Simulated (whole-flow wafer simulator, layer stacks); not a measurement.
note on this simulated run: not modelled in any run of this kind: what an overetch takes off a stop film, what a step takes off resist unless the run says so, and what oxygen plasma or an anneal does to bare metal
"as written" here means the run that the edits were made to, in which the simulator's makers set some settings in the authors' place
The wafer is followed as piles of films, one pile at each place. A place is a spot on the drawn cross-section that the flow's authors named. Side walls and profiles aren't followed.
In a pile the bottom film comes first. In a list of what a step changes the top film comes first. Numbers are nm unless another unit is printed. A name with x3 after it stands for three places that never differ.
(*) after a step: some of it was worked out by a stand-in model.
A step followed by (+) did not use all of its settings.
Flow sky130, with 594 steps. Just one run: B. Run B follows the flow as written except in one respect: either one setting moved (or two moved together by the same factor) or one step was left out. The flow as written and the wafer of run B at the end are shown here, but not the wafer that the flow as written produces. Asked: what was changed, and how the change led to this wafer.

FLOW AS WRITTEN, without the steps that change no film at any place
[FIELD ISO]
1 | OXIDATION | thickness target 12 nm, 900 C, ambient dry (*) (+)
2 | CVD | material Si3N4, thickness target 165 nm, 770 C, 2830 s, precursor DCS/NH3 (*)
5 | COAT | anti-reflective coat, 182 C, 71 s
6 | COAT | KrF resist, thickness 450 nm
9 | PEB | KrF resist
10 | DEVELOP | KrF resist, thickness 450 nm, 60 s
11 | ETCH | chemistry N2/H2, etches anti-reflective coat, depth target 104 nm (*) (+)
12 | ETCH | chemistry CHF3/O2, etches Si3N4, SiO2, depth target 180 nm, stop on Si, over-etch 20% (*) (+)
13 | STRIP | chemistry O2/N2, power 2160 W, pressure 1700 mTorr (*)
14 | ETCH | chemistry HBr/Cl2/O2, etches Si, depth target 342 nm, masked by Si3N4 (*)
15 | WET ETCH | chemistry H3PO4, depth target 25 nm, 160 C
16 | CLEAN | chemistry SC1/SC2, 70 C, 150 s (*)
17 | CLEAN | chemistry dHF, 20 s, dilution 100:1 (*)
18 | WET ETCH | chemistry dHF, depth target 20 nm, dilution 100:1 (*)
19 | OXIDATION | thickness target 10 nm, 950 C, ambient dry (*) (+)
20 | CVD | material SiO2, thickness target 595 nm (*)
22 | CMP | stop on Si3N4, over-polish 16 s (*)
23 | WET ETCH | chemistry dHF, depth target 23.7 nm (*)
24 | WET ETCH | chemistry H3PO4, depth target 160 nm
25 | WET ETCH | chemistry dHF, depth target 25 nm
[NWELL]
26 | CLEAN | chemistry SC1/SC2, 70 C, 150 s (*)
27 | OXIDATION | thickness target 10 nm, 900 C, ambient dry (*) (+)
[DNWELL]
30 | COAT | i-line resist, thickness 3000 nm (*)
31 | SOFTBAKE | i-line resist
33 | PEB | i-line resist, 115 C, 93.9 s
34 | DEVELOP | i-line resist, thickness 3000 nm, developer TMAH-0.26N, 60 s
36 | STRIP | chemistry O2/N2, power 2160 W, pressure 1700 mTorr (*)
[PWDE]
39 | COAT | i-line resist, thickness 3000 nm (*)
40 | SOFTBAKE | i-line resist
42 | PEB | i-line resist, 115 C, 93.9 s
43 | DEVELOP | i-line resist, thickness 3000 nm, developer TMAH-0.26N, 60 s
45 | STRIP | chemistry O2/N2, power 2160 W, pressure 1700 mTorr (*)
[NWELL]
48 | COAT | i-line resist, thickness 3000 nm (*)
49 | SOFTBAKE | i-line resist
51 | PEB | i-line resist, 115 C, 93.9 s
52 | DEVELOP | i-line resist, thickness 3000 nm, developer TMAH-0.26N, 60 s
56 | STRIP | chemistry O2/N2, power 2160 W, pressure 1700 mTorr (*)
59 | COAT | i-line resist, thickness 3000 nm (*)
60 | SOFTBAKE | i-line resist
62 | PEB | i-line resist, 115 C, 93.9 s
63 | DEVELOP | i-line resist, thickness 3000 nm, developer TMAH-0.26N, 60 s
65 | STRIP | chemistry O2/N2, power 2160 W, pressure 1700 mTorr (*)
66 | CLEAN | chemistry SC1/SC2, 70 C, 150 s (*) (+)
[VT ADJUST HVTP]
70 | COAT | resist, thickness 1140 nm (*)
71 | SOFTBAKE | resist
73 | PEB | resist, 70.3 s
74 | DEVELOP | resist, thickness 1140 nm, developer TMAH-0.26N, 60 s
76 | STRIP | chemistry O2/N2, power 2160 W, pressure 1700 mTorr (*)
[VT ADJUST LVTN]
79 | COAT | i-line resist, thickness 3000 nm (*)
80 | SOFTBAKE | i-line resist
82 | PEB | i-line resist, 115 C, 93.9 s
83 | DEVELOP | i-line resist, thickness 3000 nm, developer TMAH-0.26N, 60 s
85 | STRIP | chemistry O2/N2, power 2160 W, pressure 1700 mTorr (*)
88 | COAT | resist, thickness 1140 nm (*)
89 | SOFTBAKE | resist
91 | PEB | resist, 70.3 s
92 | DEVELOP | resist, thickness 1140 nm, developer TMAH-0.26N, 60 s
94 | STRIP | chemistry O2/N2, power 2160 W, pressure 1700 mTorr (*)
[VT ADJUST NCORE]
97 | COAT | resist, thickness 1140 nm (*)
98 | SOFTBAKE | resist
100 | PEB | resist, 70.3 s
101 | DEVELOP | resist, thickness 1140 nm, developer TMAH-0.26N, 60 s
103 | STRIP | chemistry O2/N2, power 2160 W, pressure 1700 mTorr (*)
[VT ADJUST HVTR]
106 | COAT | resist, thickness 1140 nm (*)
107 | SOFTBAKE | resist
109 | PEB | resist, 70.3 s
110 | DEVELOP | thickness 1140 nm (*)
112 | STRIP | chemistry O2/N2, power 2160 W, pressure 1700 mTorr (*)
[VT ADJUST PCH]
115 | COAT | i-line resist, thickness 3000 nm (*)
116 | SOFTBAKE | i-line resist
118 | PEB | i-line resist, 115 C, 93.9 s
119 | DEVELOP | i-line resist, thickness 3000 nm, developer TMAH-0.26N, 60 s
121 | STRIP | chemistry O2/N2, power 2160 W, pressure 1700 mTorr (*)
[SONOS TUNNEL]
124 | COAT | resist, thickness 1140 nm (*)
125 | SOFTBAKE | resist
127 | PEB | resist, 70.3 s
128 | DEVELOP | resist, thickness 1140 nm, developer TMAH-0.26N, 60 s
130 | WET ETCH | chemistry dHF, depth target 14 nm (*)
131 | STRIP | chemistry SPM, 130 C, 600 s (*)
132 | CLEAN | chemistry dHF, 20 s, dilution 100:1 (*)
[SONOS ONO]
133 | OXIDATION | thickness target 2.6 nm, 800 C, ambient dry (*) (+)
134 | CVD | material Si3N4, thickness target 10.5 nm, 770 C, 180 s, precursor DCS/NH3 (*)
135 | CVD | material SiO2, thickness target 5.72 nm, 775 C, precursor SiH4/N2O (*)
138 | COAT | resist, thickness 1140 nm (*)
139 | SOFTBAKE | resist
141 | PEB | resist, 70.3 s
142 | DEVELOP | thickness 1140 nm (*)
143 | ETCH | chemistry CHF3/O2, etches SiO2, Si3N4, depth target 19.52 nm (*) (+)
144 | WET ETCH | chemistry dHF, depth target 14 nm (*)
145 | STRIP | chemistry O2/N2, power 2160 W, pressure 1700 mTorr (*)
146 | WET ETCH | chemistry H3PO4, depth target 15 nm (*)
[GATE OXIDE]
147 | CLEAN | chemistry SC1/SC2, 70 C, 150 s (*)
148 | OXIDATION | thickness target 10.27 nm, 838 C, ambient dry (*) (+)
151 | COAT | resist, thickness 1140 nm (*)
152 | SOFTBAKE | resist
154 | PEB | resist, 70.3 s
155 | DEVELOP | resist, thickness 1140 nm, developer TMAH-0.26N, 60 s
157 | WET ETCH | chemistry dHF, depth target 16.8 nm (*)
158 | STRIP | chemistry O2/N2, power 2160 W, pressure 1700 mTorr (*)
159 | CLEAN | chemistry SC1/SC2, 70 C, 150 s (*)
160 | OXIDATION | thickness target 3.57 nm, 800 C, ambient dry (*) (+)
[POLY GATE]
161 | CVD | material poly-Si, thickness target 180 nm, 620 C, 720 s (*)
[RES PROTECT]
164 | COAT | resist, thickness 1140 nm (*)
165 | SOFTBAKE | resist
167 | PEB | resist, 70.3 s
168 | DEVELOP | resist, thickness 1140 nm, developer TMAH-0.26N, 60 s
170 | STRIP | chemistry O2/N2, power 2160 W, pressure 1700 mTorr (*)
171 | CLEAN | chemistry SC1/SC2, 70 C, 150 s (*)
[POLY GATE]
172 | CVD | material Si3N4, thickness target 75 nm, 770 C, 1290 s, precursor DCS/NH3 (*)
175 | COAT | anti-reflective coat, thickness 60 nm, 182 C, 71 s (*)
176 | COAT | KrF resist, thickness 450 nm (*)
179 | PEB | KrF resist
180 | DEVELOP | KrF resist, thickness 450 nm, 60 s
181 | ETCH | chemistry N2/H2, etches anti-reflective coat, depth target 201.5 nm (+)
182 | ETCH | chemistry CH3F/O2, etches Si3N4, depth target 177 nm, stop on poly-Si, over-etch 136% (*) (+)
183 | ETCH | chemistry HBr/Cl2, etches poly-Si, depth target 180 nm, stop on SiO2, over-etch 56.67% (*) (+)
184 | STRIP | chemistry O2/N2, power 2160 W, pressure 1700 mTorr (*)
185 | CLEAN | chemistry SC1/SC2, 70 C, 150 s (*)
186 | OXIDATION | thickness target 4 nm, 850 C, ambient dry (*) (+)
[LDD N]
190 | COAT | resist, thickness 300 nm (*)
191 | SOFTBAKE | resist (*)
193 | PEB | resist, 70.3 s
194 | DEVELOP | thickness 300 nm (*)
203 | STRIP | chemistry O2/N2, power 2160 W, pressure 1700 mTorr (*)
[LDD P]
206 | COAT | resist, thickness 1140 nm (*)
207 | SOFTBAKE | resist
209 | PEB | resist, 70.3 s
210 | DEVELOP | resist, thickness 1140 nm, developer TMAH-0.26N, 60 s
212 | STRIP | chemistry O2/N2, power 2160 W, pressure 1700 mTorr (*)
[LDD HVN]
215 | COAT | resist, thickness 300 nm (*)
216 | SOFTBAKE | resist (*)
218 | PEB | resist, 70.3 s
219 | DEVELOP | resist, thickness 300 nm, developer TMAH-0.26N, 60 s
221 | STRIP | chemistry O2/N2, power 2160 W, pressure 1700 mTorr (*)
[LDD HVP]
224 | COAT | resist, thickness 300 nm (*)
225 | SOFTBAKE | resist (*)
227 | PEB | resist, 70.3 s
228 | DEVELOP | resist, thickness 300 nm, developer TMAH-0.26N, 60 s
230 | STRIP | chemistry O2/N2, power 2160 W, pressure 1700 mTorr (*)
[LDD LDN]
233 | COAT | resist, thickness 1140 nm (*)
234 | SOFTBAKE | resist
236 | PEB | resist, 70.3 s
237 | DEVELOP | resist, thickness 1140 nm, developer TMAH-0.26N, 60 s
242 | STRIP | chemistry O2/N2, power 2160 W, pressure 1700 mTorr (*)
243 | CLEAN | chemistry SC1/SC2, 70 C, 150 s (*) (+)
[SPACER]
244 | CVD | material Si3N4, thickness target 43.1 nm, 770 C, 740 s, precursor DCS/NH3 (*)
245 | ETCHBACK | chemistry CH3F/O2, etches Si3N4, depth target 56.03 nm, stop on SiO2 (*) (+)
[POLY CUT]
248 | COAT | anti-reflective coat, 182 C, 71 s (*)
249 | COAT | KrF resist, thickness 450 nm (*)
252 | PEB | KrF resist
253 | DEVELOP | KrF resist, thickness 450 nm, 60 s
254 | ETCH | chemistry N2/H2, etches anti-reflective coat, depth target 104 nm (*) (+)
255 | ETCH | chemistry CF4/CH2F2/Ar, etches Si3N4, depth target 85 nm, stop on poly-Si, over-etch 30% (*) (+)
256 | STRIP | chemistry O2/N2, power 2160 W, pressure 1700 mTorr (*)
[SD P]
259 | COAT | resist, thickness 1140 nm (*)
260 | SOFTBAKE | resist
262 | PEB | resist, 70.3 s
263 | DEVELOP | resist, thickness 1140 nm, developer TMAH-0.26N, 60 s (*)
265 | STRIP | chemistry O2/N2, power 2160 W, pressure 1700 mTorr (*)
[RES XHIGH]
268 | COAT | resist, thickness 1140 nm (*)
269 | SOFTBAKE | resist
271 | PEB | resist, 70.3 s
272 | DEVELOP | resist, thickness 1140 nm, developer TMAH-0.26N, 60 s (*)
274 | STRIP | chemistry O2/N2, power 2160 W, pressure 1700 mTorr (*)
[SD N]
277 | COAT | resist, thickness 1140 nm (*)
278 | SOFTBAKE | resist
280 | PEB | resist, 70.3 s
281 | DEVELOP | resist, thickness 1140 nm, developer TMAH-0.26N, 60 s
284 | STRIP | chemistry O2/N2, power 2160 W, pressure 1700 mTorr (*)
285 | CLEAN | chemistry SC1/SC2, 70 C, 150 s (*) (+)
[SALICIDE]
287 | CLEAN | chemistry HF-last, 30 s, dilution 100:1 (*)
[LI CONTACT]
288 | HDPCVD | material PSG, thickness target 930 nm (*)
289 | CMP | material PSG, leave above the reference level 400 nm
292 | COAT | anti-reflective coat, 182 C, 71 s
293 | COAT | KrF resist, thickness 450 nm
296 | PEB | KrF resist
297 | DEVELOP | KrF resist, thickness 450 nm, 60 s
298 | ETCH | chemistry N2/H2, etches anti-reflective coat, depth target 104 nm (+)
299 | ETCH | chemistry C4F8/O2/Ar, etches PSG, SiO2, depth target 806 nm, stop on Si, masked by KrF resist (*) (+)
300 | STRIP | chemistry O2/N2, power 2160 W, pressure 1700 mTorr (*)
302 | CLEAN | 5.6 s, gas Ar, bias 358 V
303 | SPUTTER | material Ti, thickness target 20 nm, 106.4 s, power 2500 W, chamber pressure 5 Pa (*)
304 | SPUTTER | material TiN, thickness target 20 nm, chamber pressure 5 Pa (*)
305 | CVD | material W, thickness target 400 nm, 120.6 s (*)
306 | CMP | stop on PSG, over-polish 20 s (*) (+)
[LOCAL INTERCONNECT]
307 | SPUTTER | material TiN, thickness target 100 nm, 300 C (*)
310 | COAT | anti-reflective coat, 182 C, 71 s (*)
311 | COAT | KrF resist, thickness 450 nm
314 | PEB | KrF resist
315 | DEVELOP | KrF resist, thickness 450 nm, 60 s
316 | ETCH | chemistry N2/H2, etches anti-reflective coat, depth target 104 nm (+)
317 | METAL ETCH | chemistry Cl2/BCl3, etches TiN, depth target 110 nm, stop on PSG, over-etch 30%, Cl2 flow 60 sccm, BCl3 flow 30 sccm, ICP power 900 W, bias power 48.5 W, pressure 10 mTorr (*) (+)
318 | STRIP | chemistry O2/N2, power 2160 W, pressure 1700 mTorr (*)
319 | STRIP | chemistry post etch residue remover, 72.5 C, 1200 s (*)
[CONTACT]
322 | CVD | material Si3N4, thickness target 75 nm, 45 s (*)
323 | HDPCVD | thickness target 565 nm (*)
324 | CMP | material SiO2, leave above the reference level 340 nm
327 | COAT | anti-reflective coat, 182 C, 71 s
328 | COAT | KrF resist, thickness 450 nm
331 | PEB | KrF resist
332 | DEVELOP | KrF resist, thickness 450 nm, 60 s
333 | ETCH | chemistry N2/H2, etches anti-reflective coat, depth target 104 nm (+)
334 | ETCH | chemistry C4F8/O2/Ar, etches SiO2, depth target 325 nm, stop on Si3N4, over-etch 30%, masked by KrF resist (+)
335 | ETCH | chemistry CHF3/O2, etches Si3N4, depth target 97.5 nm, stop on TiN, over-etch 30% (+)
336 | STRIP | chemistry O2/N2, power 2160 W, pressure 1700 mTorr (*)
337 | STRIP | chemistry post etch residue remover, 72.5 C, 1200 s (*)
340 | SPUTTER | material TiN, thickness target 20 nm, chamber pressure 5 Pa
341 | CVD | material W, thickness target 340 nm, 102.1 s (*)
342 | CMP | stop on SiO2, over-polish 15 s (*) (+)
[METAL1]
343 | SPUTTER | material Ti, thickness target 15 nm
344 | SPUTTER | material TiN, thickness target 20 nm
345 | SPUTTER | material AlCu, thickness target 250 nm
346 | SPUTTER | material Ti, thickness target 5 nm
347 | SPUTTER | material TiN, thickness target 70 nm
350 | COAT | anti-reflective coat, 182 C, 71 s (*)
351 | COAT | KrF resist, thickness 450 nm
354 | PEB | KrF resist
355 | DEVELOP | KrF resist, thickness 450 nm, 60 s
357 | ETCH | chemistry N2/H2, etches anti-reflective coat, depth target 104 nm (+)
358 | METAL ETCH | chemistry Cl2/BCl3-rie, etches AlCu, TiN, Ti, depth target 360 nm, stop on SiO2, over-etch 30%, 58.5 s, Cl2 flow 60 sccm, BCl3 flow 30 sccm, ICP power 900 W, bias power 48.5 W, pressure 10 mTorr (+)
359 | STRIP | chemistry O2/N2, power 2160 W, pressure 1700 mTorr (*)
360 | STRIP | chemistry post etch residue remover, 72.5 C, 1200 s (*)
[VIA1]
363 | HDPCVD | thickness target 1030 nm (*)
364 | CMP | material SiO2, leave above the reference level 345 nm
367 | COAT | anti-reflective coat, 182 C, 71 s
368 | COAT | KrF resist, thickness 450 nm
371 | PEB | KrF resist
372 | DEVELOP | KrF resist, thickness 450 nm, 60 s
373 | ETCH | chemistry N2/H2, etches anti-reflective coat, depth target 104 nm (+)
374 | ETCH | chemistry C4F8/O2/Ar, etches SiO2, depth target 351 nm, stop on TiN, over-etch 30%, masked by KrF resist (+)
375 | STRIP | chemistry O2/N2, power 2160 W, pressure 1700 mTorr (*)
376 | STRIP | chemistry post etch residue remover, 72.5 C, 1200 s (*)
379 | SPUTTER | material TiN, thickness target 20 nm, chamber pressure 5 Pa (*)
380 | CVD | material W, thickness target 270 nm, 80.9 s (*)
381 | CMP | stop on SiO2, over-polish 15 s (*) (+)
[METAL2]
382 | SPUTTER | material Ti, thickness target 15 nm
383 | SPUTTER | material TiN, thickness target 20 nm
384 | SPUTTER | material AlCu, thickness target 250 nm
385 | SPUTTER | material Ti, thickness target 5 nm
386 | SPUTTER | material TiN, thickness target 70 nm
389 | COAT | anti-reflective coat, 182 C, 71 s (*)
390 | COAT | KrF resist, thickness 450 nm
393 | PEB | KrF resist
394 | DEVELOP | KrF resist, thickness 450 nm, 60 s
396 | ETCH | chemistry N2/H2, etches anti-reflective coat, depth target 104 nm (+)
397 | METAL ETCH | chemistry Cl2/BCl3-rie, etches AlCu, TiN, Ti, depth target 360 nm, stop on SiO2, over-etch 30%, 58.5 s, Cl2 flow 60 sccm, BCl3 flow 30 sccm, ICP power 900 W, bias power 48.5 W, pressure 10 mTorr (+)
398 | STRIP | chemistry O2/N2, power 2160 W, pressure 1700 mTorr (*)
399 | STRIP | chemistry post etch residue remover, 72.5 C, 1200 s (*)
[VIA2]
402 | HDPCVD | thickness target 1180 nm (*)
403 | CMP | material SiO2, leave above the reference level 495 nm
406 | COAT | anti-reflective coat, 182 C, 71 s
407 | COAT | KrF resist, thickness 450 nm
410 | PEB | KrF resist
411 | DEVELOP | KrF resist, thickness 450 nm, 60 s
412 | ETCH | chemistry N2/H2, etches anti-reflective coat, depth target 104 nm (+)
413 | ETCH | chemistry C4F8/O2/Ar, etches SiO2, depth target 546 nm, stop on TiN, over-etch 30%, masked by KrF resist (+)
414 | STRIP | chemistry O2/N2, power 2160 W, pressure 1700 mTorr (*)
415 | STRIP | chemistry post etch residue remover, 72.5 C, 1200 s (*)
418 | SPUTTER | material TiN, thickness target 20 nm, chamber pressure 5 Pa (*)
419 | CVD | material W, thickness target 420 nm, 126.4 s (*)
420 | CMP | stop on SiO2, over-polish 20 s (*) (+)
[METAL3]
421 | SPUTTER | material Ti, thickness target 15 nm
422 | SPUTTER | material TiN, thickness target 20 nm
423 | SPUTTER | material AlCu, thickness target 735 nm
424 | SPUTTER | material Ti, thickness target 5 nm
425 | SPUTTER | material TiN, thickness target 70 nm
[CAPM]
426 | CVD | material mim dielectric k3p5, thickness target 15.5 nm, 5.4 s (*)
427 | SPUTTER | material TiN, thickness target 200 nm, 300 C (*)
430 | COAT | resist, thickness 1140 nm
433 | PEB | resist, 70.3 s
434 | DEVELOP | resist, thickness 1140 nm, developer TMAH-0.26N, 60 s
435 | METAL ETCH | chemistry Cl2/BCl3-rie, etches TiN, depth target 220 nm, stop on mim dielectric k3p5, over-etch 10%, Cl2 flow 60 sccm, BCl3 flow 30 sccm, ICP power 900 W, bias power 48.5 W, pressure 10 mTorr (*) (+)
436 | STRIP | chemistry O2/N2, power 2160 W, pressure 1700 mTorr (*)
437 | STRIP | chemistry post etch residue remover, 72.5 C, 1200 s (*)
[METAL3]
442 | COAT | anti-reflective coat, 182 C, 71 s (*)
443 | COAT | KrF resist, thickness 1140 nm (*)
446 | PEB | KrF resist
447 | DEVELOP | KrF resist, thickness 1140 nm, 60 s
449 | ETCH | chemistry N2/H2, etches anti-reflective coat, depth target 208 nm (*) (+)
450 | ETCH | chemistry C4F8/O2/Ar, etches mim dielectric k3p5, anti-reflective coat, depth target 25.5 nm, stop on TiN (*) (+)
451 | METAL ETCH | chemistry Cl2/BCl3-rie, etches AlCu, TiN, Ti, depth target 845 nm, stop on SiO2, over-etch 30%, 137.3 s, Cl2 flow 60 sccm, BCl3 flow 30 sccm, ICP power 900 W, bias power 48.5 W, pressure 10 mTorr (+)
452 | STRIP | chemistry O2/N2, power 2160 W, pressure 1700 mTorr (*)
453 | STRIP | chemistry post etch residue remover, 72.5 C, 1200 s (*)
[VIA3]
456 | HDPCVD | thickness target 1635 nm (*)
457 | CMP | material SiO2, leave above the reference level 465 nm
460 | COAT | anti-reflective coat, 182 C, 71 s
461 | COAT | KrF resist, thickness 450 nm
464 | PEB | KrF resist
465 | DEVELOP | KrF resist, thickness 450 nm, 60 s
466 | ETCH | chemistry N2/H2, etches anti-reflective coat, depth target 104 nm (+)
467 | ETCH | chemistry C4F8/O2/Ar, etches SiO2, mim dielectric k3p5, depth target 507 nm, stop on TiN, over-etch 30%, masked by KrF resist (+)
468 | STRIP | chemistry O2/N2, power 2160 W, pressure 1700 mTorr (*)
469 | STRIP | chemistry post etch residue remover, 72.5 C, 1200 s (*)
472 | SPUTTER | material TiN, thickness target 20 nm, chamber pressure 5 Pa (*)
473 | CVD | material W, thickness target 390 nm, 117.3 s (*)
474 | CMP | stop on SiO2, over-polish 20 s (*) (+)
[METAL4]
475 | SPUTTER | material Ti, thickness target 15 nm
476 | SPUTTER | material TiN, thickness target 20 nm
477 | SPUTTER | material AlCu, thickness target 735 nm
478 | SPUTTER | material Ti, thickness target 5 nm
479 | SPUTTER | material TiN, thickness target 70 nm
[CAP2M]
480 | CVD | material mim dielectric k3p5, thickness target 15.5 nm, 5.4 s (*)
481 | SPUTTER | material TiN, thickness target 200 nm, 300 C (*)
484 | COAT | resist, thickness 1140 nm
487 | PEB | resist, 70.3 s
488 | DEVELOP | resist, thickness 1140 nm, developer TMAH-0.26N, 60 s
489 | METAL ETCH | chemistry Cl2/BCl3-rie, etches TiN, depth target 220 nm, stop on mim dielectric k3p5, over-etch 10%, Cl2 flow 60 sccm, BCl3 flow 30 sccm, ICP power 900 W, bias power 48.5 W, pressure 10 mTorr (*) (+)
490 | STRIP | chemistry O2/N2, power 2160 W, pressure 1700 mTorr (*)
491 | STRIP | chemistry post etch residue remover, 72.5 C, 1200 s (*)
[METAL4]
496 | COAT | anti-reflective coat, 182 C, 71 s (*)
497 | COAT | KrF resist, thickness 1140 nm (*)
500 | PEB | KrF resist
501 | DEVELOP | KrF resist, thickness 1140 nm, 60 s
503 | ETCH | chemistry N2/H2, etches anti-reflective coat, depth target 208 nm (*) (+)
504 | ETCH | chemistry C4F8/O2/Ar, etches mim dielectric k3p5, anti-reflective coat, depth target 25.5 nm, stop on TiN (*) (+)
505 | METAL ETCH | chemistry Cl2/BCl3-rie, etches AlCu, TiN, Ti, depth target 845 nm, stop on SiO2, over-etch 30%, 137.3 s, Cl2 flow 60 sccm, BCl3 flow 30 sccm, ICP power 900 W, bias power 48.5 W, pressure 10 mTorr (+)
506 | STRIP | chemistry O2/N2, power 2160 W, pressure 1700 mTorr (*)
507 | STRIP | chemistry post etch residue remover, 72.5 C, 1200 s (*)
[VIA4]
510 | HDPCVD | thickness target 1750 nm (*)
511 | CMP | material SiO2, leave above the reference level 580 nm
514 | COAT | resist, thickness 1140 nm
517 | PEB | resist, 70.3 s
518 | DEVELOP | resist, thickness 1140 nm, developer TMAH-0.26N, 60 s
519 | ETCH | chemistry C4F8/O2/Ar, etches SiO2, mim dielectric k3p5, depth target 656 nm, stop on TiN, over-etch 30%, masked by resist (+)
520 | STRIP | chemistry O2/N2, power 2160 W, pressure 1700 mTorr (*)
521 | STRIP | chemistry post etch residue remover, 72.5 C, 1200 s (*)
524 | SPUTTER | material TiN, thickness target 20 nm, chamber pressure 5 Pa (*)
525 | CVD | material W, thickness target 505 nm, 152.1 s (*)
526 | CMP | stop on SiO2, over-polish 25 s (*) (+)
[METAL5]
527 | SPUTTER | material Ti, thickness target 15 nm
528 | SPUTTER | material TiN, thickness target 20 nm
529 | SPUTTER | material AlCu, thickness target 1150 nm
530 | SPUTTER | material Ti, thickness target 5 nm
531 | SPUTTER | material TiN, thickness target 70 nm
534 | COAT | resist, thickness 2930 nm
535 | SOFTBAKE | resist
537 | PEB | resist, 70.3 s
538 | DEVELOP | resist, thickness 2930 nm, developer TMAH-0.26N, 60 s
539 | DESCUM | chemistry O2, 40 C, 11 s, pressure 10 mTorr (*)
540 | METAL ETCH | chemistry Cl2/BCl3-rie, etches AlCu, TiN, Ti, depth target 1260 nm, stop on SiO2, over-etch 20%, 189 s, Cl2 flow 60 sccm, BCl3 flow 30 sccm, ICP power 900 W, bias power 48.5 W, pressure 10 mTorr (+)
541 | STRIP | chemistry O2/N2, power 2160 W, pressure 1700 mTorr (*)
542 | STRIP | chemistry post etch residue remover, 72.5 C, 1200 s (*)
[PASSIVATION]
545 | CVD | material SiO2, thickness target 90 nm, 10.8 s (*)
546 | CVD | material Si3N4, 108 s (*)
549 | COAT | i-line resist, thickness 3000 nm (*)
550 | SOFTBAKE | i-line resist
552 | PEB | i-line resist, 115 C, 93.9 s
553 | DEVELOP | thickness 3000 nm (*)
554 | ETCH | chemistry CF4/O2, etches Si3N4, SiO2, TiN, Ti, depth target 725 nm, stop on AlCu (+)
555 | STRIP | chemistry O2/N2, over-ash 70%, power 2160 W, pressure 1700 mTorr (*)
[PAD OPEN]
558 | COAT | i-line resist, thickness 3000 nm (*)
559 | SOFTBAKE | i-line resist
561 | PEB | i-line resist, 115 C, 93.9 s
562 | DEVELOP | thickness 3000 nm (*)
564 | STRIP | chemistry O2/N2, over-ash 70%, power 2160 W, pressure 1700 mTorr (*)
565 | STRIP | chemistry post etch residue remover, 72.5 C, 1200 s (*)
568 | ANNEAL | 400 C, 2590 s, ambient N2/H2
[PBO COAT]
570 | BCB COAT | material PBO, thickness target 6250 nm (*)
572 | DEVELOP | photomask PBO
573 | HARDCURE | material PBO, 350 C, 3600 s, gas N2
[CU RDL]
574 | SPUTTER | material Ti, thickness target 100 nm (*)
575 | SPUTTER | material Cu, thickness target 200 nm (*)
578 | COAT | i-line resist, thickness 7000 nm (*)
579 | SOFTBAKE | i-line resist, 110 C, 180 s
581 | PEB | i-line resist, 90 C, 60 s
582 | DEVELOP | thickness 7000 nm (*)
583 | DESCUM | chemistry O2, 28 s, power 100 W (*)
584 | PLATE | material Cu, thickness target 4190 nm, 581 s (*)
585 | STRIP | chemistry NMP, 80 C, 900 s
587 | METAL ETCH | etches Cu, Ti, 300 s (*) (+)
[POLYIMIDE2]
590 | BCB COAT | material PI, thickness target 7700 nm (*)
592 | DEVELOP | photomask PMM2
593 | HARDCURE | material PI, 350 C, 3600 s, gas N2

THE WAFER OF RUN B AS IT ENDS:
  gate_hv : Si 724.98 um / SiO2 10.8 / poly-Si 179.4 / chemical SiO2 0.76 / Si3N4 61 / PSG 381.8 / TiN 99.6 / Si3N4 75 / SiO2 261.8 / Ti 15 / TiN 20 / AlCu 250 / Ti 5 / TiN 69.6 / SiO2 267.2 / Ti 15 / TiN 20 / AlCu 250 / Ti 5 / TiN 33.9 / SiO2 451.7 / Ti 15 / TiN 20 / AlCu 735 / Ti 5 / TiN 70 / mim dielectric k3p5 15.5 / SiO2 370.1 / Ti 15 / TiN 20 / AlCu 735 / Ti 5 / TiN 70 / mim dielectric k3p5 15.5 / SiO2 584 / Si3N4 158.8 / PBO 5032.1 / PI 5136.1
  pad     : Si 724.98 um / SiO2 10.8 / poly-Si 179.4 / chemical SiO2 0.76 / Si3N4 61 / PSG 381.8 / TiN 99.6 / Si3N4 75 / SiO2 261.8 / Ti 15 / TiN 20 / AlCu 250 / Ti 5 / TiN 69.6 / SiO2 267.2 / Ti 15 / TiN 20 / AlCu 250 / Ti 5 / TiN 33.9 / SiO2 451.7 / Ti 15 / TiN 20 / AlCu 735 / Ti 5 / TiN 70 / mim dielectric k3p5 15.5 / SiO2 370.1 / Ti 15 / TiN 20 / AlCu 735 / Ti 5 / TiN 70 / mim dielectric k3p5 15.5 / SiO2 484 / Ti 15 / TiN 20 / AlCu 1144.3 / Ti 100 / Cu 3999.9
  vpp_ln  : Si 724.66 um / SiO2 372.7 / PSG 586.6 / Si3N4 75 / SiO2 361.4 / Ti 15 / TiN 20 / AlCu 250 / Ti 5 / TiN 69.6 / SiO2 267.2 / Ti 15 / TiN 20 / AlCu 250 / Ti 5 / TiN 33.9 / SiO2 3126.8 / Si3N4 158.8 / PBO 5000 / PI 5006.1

What caused this: step 386, SPUTTER: thickness target 34.3 nm was run, whereas the flow has thickness target 70 nm.

The path from the change to this, step by step:
  386 | SPUTTER | material TiN, thickness target 70 nm
      field, active, n_well and 188 more: +34.3 TiN (new film) (in the flow as written it would be: +70 TiN (new film))
  397 | METAL ETCH | chemistry Cl2/BCl3-rie, etches AlCu, TiN, Ti, depth target 360 nm, stop on SiO2, over-etch 30%, 58.5 s, Cl2 flow 60 sccm, BCl3 flow 30 sccm, ICP power 900 W, bias power 48.5 W, pressure 10 mTorr (+)
      field, active, gate and 82 more: -33 TiN (all of it), -5 Ti (all of it), -250 AlCu (all of it), -20 TiN (all of it), -15 Ti (all of it), -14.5 SiO2 (in the flow as written it would be: -68.7 TiN (all of it), -5 Ti (all of it), -250 AlCu (all of it), -20 TiN (all of it), -15 Ti (all of it), -10.9 SiO2)
  403 | CMP | material SiO2, leave above the reference level 495 nm
      n_well, p_well, gate_hv and 101 more: -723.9 SiO2 (in the flow as written it would be: -759.6 SiO2)
      m1, via1_hole: -723.4 SiO2 (in the flow as written it would be: -759.1 SiO2)
  413 | ETCH | chemistry C4F8/O2/Ar, etches SiO2, depth target 546 nm, stop on TiN, over-etch 30%, masked by KrF resist (+)
      m1: -456 SiO2 (all of it) (in the flow as written it would be: -420.3 SiO2 (all of it))
      via2_hole: -455.5 SiO2 (all of it) (in the flow as written it would be: -419.8 SiO2 (all of it))
  419 | CVD | material W, thickness target 420 nm, 126.4 s (*)
      m1: +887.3 W (new film) (in the flow as written it would be: +851.1 W (new film))
      via2_hole: +886.8 W (new film) (in the flow as written it would be: +850.7 W (new film))
